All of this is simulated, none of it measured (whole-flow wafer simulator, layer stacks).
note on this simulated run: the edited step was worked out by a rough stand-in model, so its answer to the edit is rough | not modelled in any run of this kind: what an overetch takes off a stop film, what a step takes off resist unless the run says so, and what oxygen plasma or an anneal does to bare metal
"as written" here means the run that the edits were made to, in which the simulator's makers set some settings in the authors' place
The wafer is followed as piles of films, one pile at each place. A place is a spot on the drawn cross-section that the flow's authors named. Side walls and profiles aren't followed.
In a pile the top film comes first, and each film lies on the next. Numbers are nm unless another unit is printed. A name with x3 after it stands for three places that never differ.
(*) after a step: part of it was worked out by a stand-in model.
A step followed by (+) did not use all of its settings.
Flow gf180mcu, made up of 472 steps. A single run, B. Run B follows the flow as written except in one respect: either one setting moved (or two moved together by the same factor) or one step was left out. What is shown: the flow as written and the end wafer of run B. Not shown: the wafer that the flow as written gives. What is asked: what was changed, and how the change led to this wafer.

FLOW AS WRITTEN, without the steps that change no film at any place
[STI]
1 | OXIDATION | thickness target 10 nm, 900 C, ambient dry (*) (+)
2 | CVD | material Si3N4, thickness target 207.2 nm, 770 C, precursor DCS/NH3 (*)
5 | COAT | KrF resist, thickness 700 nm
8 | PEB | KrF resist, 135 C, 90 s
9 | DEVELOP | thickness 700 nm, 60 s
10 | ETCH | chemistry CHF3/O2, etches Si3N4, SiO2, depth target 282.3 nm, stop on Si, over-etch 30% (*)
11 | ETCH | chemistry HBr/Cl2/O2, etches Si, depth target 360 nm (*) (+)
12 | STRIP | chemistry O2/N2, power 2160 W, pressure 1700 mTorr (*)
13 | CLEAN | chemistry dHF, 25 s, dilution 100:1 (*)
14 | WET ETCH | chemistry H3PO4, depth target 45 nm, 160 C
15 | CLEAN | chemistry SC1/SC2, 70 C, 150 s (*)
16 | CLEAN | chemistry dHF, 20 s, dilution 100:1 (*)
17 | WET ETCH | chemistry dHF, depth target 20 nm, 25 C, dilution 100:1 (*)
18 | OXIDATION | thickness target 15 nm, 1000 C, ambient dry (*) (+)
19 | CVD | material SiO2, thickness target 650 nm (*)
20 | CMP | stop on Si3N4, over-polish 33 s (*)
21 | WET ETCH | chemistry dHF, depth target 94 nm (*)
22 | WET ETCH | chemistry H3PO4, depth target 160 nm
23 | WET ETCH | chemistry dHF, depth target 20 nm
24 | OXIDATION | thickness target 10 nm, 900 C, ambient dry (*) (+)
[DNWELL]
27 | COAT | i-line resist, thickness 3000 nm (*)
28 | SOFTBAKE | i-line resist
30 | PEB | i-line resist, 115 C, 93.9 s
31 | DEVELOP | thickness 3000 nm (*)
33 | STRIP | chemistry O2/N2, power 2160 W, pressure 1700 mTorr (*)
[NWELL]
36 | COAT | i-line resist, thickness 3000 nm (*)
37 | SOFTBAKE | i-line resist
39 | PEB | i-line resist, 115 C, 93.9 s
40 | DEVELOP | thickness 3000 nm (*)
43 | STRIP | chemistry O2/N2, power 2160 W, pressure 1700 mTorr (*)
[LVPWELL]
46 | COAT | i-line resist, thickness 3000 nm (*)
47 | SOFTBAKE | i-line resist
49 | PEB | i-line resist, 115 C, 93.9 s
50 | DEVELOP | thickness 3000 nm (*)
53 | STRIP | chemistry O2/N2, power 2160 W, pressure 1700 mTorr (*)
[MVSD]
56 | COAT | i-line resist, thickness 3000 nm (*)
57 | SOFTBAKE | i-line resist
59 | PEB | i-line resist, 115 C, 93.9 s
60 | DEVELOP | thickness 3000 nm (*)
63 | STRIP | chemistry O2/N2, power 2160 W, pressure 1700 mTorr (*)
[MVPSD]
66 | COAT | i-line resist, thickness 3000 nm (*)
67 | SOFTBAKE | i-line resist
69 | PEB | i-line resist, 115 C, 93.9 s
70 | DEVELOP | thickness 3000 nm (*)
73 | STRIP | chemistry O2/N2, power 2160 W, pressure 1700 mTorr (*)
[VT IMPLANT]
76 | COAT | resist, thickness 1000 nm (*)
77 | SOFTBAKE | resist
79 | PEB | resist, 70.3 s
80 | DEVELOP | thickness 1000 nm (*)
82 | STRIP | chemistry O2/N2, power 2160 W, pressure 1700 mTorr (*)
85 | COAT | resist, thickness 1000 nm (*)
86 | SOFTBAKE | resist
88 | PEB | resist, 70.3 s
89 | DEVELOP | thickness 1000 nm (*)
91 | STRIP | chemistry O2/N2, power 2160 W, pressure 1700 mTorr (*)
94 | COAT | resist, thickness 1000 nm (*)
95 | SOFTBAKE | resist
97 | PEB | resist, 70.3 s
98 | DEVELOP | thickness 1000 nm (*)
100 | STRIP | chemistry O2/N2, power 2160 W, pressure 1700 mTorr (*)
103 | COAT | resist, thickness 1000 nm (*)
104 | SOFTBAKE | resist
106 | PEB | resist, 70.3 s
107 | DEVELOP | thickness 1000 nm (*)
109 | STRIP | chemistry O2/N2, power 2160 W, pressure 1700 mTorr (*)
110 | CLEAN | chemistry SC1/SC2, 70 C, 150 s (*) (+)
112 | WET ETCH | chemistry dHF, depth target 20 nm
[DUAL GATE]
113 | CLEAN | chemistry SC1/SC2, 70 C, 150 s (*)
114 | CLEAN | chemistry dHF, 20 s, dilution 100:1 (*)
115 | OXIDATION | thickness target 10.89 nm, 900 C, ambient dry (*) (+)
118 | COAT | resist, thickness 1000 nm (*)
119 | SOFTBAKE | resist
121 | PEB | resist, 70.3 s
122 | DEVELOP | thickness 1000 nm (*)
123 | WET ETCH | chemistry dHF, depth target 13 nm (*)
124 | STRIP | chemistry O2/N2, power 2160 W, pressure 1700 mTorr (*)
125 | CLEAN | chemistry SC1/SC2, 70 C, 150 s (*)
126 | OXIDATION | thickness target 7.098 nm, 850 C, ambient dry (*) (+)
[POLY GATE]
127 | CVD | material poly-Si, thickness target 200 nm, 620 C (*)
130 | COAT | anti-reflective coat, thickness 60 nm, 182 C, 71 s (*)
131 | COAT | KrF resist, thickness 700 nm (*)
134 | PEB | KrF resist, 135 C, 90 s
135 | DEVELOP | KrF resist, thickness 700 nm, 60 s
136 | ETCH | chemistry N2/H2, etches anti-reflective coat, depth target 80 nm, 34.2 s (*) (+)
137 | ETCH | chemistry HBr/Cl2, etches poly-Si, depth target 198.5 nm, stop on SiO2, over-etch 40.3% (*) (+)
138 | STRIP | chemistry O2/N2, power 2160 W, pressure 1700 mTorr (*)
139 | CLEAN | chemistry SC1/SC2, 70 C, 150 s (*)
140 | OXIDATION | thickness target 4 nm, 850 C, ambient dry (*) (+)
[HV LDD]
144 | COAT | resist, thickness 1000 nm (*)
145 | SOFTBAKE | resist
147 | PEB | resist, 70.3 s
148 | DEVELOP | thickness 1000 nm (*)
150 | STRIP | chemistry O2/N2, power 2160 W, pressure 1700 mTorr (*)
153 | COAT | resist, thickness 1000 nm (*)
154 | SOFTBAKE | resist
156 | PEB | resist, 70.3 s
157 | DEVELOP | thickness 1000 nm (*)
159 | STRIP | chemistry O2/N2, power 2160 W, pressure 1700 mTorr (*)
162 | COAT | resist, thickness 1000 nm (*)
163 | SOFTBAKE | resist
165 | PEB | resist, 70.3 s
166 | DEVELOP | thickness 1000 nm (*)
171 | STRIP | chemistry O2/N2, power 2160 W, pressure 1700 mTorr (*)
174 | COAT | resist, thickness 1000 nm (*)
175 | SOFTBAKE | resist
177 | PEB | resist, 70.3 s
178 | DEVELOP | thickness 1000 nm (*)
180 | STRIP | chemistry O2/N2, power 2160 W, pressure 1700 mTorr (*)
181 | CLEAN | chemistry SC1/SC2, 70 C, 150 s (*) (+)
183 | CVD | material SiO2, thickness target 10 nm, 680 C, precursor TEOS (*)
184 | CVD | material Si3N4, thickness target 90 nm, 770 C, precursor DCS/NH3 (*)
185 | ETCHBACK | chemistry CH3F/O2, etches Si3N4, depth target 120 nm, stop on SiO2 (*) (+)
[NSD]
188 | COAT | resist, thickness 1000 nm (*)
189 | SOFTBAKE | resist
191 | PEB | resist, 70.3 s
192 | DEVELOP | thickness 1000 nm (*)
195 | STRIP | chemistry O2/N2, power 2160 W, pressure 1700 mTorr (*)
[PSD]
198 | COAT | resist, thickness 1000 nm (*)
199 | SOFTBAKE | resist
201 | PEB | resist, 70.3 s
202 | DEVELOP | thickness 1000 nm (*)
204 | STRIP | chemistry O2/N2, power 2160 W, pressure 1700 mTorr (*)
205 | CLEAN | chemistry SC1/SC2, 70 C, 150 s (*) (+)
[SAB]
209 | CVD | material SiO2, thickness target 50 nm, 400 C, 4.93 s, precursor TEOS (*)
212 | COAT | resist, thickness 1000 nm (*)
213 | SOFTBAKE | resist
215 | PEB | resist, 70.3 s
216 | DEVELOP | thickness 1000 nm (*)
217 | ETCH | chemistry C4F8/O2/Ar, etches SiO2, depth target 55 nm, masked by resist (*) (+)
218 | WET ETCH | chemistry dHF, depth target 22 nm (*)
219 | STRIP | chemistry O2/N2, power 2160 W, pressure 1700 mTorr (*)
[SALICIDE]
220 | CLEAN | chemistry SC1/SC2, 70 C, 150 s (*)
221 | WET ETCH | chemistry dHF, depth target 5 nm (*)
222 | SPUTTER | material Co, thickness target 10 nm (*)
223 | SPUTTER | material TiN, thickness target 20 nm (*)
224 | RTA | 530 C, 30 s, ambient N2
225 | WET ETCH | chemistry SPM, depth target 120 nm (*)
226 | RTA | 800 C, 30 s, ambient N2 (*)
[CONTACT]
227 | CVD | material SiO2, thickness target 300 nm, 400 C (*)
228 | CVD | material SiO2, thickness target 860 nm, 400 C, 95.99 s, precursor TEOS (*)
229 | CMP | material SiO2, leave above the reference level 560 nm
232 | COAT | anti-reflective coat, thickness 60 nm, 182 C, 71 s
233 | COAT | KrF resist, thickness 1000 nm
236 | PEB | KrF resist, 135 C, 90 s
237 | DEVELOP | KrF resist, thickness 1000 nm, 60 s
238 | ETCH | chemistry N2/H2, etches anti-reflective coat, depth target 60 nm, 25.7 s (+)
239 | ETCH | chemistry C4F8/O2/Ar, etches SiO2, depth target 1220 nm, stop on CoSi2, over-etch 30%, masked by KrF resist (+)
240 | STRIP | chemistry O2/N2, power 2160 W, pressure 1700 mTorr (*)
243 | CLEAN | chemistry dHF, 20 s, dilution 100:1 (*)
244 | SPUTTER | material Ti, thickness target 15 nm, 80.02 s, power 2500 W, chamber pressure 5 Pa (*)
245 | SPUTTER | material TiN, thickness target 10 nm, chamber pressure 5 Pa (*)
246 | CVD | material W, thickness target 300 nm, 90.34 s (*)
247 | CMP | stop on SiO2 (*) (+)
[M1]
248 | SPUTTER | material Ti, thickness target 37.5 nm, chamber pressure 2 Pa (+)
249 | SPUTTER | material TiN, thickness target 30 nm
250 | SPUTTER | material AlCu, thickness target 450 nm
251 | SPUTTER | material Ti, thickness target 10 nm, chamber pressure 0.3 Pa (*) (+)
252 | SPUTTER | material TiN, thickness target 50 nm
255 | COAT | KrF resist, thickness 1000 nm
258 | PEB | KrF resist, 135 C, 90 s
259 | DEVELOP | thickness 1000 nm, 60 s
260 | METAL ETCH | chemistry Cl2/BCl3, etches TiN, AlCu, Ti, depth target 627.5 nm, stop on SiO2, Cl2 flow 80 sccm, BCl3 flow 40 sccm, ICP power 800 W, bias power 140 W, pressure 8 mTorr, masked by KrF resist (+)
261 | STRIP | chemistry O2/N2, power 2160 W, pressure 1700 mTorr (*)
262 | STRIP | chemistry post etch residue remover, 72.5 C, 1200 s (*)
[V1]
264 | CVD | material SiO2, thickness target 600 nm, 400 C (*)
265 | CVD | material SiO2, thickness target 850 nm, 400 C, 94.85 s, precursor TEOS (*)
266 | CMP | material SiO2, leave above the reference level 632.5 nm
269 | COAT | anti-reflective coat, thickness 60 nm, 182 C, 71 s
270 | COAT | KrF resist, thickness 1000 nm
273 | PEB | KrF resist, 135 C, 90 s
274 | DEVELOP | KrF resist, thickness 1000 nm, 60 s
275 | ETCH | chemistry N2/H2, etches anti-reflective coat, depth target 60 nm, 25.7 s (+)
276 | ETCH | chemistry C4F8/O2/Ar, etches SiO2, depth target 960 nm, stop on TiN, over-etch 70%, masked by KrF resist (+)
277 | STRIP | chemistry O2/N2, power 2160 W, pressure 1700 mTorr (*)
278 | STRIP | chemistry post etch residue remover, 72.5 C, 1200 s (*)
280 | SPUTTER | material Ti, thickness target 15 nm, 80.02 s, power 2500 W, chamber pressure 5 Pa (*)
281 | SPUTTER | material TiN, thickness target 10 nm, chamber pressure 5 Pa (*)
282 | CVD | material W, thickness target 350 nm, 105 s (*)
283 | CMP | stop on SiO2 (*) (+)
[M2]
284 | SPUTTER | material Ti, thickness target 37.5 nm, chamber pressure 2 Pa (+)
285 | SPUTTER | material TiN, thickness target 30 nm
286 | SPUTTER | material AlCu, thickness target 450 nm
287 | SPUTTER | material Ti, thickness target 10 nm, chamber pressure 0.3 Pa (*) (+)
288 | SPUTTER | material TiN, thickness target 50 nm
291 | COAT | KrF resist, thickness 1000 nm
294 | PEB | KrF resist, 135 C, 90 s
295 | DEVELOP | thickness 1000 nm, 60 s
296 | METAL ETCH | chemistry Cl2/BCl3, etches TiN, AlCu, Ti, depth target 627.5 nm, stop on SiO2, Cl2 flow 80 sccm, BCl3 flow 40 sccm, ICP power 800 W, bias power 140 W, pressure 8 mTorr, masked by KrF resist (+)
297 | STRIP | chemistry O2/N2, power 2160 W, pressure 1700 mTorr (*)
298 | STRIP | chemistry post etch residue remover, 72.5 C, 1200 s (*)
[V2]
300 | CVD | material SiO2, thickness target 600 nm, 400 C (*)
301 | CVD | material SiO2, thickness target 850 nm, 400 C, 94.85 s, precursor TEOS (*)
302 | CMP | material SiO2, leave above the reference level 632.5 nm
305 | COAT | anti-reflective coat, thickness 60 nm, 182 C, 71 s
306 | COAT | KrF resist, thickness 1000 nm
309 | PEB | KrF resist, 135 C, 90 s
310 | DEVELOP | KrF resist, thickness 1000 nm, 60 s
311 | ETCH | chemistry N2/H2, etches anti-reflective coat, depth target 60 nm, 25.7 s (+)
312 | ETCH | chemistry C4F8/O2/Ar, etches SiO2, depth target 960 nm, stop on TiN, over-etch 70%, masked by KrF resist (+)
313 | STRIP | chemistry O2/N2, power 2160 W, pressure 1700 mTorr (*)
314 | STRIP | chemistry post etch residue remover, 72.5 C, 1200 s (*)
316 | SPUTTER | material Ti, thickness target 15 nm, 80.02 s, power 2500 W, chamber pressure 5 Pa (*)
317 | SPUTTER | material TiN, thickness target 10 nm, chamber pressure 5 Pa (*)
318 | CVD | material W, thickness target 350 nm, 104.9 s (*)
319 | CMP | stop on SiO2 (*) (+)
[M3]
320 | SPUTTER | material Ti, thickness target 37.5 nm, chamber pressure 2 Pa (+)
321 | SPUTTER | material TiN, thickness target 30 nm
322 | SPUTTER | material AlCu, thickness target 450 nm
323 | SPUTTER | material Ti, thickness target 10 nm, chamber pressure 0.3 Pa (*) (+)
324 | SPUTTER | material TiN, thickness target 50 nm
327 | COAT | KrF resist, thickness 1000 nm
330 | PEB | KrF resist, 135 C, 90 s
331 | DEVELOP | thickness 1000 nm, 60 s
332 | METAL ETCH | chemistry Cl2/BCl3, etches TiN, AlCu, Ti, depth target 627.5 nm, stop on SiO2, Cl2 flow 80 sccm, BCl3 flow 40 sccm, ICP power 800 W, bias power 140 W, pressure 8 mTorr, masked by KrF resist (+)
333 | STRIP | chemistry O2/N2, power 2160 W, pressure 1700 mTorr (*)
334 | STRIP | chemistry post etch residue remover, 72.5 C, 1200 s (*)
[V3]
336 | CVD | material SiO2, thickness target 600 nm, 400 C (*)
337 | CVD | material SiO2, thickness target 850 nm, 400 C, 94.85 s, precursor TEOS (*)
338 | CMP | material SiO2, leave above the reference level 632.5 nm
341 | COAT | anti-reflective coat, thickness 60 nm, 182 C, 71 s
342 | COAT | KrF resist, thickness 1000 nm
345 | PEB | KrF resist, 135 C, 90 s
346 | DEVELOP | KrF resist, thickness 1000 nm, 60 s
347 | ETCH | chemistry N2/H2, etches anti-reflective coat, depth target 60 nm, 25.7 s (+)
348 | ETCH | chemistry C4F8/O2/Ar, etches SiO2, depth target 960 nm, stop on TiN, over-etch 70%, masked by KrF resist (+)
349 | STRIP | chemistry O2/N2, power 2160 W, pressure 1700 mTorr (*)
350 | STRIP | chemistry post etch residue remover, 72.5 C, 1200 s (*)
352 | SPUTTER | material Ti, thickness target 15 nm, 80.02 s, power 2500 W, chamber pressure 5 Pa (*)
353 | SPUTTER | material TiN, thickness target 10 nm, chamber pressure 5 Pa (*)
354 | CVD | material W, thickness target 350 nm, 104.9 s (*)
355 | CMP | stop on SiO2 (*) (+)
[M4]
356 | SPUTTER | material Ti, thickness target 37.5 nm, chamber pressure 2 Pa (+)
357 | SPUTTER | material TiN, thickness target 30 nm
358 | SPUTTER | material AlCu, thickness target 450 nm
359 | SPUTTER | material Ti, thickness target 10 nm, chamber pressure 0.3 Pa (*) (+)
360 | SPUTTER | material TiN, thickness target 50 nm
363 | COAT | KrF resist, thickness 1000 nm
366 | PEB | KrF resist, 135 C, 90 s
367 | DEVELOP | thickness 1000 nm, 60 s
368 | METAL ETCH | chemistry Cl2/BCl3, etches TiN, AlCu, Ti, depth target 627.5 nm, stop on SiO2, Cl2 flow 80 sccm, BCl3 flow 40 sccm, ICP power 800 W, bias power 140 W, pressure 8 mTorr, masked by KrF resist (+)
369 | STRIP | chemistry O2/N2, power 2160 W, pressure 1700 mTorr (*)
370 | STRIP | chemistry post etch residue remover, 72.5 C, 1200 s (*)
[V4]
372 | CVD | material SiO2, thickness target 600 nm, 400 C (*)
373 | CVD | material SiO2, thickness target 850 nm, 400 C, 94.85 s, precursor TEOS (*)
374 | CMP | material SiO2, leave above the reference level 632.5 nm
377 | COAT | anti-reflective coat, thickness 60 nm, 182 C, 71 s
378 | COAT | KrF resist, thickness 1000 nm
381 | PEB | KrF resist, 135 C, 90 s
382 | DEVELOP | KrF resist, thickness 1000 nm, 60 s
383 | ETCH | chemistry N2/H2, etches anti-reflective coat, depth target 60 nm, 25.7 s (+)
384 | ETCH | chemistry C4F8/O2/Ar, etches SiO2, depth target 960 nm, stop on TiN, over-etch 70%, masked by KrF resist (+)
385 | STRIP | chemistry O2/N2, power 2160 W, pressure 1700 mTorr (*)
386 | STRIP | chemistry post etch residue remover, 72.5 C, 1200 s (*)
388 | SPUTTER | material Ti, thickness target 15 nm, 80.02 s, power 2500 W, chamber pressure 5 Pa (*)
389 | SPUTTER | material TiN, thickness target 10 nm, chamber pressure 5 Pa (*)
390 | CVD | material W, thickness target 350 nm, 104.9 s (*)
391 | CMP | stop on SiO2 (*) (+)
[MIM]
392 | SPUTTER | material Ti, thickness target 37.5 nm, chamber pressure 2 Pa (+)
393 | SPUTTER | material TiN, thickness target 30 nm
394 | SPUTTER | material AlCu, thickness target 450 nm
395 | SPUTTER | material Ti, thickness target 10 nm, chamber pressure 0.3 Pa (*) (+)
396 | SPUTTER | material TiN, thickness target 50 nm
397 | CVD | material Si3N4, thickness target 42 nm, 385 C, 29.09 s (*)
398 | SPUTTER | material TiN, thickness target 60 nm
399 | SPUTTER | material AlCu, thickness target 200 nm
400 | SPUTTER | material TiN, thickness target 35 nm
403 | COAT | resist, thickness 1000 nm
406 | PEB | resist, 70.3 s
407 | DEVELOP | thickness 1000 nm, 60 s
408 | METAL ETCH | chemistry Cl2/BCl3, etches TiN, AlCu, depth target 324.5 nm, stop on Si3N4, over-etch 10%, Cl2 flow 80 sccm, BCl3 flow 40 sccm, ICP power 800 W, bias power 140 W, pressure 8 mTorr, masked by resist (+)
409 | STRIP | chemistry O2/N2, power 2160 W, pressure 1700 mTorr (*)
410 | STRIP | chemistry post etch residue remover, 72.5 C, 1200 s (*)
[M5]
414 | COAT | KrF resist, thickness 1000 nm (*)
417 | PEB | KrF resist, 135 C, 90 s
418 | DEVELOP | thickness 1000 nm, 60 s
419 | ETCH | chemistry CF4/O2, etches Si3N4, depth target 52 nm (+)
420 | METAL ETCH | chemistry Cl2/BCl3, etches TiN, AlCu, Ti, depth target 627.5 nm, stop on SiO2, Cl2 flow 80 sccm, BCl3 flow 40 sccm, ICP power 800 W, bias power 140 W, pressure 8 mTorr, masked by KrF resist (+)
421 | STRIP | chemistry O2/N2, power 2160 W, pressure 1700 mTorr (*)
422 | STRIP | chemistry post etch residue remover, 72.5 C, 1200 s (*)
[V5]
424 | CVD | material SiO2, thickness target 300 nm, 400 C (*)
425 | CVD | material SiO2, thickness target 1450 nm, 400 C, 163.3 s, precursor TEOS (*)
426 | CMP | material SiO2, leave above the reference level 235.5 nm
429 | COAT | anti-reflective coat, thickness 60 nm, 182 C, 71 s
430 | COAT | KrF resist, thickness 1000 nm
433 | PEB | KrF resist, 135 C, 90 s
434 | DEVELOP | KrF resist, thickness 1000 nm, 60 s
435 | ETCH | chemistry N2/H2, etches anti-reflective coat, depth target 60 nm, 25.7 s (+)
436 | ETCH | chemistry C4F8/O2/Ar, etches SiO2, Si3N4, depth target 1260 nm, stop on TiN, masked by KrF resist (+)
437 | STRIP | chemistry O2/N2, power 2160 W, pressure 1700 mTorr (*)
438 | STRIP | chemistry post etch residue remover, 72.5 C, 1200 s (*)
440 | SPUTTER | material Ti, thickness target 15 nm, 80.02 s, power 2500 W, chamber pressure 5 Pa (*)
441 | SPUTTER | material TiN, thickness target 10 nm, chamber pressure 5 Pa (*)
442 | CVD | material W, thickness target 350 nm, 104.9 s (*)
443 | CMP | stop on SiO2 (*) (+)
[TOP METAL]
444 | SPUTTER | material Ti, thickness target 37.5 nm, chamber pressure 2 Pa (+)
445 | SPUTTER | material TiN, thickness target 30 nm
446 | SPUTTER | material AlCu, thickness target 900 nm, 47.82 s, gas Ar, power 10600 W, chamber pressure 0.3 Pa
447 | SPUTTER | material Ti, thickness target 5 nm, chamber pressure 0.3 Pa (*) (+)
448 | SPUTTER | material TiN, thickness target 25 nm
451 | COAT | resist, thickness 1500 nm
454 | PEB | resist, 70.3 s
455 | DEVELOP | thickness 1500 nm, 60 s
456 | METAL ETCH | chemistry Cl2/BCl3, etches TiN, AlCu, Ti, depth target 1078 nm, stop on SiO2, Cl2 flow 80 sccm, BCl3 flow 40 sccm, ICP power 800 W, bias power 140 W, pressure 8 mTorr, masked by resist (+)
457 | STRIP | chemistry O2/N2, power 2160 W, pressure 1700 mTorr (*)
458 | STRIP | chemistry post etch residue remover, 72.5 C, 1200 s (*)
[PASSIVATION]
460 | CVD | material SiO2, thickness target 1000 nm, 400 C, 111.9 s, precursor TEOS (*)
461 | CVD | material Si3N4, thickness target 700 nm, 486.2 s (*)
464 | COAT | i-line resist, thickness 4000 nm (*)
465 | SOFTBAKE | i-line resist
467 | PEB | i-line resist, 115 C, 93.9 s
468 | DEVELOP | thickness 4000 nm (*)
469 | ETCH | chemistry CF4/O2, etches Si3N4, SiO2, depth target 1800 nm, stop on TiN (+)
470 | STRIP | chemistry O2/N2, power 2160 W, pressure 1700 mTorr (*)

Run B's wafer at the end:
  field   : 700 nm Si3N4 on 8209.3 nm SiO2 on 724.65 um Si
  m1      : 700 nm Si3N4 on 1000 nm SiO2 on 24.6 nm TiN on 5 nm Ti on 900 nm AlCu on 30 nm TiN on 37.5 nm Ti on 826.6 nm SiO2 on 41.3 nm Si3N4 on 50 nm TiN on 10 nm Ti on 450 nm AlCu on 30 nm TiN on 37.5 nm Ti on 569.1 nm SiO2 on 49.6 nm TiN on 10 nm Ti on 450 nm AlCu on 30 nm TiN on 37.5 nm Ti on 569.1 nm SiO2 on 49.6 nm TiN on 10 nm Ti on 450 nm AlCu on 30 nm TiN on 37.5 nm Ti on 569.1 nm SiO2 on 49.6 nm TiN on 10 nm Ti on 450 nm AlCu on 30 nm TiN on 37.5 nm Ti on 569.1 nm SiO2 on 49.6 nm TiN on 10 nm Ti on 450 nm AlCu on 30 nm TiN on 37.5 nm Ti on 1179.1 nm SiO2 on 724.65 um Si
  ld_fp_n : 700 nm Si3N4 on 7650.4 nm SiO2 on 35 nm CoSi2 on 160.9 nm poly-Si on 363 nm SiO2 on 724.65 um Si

The reason: step 11, ETCH: depth target 342 nm was run, while the flow as written has depth target 360 nm.

The path from the change to this, step by step:
  11 | ETCH | chemistry HBr/Cl2/O2, etches Si, depth target 360 nm (*) (+)
      active, n_well, p_well and 40 more: KrF resist loses 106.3 (in the flow as written it would be: KrF resist loses 112.3)
      field, field_sub, sti and 34 more: Si loses 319 (in the flow as written it would be: Si loses 337)
  20 | CMP | stop on Si3N4, over-polish 33 s (*)
      sti, mim_1p0, pad and 11 more: SiO2 loses 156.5 (in the flow as written it would be: SiO2 loses 138.5)
      nw_enc_fld, nw_enc_fld_lv: SiO2 loses 160.5 (in the flow as written it would be: SiO2 loses 142.5)
      (also at 10 further places)
